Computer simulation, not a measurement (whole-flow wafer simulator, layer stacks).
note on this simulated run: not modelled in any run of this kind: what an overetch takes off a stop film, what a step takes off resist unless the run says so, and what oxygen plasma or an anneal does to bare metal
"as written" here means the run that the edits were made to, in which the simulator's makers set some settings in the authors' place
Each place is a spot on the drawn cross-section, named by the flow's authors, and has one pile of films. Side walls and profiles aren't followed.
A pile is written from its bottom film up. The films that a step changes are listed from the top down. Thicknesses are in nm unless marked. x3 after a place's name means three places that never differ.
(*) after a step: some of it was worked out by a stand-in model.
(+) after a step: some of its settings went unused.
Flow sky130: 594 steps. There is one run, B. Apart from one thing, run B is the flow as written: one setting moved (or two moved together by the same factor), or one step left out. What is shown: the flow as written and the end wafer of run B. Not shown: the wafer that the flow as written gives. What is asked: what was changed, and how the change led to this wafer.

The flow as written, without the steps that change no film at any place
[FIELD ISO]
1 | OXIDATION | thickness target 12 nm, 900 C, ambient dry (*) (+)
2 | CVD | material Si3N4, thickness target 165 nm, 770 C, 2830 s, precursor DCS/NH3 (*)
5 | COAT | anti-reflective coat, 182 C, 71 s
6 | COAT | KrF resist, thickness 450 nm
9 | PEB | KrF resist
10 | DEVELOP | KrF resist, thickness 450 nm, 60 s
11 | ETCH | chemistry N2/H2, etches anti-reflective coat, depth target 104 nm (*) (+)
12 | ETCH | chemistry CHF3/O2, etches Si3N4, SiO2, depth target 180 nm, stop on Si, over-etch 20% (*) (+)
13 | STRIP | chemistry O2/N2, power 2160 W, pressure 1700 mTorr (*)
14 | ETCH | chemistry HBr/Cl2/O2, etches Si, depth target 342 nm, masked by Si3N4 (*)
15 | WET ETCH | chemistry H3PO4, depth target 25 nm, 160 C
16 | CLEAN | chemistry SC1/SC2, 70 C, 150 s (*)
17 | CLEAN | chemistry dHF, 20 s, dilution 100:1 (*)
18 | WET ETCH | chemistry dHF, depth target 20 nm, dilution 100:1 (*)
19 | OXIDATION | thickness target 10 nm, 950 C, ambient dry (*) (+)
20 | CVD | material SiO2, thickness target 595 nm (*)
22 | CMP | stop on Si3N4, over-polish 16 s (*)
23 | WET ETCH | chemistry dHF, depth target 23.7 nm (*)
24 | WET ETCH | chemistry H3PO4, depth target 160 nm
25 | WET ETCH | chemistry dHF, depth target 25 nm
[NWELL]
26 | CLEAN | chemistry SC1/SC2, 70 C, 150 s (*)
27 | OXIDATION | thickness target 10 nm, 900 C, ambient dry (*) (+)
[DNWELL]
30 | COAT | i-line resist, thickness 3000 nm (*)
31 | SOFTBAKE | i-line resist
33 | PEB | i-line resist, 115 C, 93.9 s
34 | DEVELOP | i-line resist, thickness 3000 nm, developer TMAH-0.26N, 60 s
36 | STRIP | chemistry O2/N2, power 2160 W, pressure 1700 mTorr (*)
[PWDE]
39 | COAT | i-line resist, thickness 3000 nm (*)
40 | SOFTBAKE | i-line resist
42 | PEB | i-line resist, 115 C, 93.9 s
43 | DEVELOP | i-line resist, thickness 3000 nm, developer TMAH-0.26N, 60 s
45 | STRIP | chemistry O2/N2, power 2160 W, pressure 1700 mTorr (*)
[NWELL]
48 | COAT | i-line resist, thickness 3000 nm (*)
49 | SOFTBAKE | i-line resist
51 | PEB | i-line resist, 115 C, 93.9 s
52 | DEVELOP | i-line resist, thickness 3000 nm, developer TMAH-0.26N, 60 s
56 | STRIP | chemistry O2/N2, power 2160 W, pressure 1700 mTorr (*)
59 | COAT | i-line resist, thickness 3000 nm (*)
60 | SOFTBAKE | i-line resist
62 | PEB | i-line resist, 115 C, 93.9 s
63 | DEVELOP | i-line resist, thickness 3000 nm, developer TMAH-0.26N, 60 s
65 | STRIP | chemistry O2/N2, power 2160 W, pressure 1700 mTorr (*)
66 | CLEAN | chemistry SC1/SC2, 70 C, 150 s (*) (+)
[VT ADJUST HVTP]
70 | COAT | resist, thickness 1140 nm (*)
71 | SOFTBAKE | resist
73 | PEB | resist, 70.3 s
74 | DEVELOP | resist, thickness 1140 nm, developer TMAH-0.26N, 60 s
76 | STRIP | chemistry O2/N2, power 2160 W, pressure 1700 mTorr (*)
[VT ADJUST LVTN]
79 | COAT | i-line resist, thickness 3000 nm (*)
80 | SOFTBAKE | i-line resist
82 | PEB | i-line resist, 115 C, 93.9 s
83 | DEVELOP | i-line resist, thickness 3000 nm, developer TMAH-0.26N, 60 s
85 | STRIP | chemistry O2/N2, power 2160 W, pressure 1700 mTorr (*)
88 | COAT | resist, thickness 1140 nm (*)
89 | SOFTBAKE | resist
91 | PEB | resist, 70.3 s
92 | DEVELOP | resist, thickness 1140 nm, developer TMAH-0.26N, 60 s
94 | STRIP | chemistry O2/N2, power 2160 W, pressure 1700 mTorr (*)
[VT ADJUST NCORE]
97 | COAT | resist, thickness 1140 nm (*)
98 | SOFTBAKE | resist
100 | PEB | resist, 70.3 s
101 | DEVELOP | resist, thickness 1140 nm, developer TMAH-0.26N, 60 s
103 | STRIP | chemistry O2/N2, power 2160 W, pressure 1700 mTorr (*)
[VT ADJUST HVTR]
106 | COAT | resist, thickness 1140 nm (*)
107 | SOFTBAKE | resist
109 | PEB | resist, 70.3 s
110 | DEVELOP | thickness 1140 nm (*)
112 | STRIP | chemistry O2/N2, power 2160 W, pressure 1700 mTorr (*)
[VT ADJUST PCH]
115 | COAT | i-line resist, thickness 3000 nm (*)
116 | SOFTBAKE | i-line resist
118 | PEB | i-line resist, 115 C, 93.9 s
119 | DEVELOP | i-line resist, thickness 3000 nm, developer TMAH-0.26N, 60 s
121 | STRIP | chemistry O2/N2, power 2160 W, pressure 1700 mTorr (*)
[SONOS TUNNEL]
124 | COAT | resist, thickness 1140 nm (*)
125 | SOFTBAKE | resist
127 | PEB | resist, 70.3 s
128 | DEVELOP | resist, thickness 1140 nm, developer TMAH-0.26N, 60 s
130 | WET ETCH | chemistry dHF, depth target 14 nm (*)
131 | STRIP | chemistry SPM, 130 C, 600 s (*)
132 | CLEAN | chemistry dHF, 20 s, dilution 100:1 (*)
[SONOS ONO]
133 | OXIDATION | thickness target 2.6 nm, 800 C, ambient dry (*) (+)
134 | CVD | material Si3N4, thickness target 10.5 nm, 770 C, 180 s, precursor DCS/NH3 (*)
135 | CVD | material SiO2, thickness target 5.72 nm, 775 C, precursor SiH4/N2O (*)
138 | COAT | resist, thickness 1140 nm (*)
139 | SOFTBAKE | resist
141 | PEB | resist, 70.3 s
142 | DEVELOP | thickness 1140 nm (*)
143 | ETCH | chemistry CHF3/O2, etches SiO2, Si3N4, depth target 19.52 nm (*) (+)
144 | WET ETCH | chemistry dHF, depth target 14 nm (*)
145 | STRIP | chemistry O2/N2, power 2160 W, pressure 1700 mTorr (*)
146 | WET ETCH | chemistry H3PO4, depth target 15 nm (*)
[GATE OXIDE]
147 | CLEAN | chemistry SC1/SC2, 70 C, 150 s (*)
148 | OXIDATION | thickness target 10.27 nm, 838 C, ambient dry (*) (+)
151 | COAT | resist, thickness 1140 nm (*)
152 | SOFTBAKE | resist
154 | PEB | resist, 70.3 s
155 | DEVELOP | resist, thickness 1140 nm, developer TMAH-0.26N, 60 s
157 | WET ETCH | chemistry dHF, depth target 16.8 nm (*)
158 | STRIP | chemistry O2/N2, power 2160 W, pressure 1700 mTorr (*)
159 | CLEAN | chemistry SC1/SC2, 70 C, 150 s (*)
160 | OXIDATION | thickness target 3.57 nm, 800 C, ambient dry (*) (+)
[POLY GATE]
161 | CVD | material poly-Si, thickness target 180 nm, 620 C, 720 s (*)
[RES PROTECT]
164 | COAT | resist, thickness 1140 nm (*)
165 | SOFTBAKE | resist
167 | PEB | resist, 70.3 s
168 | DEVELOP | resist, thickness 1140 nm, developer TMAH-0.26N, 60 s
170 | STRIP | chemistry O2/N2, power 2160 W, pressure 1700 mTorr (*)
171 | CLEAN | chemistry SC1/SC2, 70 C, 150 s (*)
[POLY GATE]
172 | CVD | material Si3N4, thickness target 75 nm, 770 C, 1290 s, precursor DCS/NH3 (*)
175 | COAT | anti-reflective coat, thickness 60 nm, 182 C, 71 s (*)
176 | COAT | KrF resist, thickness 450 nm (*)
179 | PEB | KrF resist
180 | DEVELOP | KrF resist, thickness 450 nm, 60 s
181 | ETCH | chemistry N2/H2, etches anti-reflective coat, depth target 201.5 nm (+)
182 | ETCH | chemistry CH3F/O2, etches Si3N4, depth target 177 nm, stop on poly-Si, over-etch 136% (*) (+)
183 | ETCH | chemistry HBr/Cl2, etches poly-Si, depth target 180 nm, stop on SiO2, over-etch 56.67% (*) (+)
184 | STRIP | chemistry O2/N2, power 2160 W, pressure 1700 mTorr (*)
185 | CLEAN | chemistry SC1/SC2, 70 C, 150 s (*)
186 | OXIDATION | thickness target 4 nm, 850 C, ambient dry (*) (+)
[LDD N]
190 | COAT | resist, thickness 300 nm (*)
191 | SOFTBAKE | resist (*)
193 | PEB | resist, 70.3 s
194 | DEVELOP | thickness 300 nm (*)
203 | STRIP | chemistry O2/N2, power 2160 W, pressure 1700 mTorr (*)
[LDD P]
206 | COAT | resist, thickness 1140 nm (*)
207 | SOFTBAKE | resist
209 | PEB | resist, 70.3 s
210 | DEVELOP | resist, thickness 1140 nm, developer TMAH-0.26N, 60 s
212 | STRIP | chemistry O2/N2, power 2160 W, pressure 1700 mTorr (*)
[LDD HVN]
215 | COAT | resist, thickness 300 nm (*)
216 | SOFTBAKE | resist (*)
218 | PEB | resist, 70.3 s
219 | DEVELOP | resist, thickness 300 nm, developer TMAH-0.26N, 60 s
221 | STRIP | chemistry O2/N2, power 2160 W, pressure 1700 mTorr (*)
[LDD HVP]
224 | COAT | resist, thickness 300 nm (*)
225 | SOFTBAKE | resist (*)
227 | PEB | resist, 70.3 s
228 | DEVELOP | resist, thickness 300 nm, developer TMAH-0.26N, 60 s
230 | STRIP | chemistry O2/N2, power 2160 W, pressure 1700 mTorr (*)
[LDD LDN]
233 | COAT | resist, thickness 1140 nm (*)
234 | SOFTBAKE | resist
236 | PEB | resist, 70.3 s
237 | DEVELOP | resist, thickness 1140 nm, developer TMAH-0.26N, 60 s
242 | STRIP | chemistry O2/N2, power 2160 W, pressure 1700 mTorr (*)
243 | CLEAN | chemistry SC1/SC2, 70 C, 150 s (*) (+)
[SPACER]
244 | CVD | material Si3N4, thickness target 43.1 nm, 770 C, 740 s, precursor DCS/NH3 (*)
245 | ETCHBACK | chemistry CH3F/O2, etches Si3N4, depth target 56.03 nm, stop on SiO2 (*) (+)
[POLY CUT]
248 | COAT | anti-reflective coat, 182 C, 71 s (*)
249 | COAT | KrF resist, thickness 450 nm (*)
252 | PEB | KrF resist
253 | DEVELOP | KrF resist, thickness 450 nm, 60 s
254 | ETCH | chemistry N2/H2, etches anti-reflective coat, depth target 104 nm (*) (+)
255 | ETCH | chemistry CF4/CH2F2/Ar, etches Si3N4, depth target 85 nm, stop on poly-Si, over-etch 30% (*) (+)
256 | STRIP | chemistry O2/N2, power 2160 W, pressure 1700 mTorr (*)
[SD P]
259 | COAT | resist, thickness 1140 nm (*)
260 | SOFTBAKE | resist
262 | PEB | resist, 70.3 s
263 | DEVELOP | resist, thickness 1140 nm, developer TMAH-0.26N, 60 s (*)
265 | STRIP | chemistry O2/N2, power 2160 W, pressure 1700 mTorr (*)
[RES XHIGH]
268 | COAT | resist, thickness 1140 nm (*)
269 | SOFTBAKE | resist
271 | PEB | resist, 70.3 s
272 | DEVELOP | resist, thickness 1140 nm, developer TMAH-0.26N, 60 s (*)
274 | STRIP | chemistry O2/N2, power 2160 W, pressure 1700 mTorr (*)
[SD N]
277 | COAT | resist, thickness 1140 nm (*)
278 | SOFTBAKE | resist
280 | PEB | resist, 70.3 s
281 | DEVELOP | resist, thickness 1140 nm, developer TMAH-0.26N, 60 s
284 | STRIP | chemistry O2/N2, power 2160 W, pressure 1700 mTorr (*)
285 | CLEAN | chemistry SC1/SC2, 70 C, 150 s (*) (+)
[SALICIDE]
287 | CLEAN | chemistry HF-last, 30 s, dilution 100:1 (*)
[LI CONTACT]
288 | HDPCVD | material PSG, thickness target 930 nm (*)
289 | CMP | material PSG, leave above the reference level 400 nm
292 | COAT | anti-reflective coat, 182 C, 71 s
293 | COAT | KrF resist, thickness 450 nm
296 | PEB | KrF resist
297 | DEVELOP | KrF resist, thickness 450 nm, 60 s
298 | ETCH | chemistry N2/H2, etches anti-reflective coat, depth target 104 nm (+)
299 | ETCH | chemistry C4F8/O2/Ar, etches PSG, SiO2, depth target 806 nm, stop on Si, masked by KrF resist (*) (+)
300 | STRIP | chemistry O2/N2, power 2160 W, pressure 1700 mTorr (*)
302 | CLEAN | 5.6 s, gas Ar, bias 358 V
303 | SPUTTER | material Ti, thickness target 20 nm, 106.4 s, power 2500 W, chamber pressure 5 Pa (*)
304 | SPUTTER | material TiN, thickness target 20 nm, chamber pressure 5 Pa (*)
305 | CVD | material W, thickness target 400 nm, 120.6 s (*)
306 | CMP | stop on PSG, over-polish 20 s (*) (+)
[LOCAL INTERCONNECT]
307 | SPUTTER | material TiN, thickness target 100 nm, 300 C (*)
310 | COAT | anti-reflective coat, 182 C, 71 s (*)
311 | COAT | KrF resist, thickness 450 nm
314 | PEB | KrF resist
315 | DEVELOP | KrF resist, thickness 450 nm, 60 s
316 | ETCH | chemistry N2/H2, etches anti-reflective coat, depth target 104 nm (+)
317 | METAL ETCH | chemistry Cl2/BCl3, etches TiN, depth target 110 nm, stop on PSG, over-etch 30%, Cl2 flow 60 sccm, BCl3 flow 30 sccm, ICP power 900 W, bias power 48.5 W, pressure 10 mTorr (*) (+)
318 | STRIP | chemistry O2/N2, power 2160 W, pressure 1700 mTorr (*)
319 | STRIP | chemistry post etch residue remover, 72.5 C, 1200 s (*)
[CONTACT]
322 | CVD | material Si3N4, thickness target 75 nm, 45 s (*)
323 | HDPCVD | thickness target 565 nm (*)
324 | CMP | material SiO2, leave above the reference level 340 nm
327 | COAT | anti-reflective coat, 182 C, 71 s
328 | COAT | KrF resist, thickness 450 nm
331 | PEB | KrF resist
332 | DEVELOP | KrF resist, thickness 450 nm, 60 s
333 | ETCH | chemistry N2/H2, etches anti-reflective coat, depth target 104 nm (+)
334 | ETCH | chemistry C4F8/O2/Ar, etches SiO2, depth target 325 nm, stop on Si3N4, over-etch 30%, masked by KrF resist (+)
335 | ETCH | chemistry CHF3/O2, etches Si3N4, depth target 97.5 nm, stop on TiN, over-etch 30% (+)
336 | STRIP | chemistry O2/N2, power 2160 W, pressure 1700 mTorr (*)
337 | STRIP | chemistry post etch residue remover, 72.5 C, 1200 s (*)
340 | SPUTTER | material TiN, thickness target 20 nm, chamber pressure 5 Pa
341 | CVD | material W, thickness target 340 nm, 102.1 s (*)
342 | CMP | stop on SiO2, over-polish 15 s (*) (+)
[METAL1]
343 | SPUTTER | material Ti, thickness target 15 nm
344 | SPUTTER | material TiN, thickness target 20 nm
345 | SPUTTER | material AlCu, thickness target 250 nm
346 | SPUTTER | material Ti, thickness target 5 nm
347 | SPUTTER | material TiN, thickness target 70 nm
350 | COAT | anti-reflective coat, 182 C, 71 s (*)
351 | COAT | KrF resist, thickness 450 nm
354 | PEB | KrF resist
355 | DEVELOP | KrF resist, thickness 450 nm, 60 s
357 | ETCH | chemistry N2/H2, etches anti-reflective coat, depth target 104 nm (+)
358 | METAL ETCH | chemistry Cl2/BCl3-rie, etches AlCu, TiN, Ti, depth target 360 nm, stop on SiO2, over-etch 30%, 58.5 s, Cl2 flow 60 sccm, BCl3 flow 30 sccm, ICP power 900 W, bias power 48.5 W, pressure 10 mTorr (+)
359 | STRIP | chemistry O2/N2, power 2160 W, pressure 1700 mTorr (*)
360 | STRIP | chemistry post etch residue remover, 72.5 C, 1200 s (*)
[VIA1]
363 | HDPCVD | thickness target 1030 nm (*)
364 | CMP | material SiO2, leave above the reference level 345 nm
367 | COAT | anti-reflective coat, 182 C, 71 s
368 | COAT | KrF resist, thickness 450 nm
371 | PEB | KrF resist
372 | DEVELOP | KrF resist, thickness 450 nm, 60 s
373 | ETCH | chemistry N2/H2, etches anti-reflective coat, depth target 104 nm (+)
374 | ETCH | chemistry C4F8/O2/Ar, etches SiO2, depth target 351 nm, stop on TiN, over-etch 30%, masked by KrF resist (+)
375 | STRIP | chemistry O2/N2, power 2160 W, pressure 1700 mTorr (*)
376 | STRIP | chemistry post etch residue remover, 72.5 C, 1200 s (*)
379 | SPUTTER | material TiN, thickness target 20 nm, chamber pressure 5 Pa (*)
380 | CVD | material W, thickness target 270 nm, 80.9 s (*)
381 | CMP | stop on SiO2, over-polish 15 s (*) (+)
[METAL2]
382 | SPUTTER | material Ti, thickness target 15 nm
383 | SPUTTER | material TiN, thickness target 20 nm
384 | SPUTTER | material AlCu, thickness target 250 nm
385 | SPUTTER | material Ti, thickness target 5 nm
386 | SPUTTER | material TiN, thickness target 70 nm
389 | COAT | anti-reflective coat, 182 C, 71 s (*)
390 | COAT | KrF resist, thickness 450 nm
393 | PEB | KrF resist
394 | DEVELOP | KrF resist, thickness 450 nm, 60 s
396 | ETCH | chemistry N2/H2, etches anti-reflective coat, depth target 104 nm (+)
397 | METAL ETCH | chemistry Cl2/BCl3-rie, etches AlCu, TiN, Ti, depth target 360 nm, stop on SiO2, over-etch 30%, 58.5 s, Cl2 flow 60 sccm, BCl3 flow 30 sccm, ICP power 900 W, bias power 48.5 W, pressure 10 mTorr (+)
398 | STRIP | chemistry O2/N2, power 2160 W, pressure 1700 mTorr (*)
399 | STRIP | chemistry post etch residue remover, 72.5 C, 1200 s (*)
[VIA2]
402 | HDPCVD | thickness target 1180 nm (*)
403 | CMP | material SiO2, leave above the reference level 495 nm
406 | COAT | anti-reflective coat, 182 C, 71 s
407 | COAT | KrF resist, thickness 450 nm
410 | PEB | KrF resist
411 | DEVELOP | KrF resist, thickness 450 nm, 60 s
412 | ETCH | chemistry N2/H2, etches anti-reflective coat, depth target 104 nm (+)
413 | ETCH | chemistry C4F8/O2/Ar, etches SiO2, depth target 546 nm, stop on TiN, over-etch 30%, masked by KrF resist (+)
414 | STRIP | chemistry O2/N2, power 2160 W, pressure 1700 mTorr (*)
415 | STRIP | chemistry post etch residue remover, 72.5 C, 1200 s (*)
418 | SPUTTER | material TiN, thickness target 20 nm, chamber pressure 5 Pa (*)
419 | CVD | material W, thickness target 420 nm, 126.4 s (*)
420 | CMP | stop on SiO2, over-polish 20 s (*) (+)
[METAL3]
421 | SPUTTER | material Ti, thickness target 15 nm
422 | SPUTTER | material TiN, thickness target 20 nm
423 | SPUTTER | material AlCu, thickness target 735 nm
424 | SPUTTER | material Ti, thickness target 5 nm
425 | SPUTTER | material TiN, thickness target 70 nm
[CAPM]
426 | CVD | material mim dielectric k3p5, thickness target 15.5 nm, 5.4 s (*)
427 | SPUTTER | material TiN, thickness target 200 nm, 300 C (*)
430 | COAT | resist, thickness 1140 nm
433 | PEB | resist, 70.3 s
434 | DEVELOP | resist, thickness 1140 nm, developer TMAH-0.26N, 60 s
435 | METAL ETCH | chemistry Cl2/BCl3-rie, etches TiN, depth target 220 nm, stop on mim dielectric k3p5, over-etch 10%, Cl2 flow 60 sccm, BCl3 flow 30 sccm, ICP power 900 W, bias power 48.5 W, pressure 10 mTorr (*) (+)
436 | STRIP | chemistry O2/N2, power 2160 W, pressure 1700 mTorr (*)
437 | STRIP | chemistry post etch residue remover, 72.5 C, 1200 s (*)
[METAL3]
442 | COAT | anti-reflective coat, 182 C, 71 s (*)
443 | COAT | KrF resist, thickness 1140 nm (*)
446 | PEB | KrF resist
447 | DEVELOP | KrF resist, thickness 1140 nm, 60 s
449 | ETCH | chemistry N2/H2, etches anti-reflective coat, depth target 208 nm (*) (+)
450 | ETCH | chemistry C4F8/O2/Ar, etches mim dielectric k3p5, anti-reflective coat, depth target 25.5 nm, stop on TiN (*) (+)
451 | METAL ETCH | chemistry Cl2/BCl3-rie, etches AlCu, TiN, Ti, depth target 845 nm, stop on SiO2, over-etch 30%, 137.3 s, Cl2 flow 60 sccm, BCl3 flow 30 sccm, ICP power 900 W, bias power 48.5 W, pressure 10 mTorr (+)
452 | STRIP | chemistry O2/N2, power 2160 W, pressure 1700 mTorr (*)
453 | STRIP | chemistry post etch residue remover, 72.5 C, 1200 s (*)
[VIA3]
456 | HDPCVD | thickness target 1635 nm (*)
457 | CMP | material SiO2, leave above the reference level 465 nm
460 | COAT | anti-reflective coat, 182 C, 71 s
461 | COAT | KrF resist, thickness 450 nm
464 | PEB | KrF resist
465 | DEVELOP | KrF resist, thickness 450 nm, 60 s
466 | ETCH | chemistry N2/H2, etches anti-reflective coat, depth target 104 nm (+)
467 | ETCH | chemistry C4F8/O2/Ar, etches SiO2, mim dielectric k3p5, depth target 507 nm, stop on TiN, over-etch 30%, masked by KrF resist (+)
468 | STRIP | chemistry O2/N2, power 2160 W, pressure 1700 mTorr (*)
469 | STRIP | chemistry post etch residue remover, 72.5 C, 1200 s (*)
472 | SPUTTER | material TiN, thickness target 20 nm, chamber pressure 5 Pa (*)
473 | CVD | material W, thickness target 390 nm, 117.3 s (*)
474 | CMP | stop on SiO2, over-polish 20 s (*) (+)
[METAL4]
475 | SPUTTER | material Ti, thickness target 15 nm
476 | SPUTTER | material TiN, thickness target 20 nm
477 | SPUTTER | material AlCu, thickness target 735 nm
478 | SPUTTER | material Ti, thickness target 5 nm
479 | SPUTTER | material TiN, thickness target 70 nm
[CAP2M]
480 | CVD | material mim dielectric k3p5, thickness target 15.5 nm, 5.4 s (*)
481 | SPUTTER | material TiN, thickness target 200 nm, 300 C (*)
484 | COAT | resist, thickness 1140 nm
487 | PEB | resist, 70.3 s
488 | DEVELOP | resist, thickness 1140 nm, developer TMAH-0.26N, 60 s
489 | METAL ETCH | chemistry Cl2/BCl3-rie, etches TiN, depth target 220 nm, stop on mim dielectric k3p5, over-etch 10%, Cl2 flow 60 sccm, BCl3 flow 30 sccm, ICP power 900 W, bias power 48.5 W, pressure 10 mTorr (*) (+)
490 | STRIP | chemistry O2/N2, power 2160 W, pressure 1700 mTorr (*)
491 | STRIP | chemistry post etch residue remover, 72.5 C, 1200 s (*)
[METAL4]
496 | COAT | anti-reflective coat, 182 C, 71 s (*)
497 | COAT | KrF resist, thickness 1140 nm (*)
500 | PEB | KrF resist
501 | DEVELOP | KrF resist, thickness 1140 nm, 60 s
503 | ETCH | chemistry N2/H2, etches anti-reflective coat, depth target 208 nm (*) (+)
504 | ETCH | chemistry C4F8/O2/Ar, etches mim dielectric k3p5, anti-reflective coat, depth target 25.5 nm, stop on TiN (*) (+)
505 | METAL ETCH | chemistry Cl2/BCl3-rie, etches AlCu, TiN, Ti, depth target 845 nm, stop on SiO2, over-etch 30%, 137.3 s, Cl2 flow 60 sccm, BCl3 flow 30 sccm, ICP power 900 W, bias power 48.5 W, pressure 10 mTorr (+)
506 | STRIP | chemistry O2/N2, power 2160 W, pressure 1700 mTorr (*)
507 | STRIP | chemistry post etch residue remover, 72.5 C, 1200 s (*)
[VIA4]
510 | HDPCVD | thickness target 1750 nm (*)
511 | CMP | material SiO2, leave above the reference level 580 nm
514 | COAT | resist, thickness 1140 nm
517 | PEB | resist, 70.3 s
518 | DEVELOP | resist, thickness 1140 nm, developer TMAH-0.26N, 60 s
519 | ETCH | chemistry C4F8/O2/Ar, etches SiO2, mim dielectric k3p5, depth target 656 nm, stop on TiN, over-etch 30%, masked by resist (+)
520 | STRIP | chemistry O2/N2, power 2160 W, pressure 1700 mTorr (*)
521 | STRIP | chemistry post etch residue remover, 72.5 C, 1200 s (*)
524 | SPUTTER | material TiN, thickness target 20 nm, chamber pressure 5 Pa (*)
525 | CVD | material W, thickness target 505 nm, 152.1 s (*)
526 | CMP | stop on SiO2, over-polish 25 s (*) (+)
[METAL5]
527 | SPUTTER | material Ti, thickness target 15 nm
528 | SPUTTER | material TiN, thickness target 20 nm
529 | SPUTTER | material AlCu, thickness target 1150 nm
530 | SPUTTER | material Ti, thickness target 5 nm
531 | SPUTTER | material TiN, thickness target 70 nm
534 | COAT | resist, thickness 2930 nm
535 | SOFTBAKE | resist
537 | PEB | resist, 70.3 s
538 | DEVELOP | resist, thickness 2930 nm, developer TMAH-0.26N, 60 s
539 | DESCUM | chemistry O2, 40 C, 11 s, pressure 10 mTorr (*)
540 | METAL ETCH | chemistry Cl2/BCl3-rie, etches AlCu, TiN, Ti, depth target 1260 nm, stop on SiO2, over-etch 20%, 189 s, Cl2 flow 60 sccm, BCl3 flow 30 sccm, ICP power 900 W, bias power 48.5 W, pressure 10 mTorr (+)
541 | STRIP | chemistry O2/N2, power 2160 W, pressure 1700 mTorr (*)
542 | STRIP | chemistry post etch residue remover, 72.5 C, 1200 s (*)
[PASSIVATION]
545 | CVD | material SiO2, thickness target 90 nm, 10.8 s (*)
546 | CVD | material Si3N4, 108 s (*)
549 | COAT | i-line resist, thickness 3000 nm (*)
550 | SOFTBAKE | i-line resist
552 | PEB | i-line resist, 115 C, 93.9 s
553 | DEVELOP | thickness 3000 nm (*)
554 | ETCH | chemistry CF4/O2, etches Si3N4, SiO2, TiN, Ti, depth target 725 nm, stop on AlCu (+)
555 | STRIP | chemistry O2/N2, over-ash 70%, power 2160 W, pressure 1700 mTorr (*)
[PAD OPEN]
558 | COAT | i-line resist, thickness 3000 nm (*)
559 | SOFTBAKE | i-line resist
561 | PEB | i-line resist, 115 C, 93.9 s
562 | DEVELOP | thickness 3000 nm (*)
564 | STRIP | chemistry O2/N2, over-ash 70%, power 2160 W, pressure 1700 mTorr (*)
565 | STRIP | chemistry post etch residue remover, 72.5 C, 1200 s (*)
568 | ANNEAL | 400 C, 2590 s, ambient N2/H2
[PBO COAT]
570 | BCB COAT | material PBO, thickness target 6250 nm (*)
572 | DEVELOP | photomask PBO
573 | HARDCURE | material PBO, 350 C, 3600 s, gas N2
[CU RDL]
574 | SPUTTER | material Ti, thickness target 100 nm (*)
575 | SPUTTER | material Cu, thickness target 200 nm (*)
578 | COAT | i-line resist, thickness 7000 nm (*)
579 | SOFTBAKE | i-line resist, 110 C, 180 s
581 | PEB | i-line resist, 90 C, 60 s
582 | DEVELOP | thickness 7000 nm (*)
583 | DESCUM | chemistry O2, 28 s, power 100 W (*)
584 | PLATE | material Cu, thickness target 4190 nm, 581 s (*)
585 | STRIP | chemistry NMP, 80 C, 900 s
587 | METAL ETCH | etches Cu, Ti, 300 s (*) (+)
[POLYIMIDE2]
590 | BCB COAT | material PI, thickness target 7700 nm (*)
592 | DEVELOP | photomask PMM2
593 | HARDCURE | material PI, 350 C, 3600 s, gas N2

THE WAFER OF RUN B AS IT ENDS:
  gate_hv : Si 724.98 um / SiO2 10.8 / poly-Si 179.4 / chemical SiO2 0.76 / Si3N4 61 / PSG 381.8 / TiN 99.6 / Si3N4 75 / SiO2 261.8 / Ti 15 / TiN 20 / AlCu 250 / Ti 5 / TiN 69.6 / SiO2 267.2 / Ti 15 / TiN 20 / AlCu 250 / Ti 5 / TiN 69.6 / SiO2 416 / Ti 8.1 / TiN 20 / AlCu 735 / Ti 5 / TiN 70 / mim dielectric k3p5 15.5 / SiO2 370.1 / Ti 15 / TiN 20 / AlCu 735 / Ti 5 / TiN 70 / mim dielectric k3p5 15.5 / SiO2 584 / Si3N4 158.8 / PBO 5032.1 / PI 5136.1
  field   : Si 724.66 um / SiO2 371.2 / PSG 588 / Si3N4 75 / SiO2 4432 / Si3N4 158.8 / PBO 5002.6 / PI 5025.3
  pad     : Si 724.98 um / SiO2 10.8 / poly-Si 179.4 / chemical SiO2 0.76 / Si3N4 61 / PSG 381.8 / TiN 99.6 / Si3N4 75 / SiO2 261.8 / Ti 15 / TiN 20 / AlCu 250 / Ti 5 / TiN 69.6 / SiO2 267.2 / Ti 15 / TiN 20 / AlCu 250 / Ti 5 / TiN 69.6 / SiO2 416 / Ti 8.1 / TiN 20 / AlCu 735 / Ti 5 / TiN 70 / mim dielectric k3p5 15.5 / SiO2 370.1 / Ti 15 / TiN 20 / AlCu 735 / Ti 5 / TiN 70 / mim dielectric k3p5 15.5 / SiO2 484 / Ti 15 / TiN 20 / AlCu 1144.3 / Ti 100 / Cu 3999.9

The reason: step 421, SPUTTER: thickness target 8.1 nm was run, while the flow as written has thickness target 15 nm.
The wafer lets one read it off: gate_hv has Ti 8.1, and step 421 as written asks for 15 nm.

How this came from the change, step by step:
  421 | SPUTTER | material Ti, thickness target 15 nm
      field, active, n_well and 188 more: +8.1 Ti (new film) (it would be, as written: +15 Ti (new film))
  451 | METAL ETCH | chemistry Cl2/BCl3-rie, etches AlCu, TiN, Ti, depth target 845 nm, stop on SiO2, over-etch 30%, 137.3 s, Cl2 flow 60 sccm, BCl3 flow 30 sccm, ICP power 900 W, bias power 48.5 W, pressure 10 mTorr (+)
      field, gate, spacer and 68 more: -70 TiN (all of it), -5 Ti (all of it), -735 AlCu (all of it), -20 TiN (all of it), -8.1 Ti (all of it), -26 SiO2 (it would be, as written: -70 TiN (all of it), -5 Ti (all of it), -735 AlCu (all of it), -20 TiN (all of it), -15 Ti (all of it), -25.4 SiO2)
      active, vpp_ln, vpp_iso2 and 11 more: -70 TiN (all of it), -5 Ti (all of it), -735 AlCu (all of it), -20 TiN (all of it), -8.1 Ti (all of it), -26 SiO2 (it would be, as written: -70 TiN (all of it), -5 Ti (all of it), -735 AlCu (all of it), -20 TiN (all of it), -15 Ti (all of it), -25.3 SiO2)
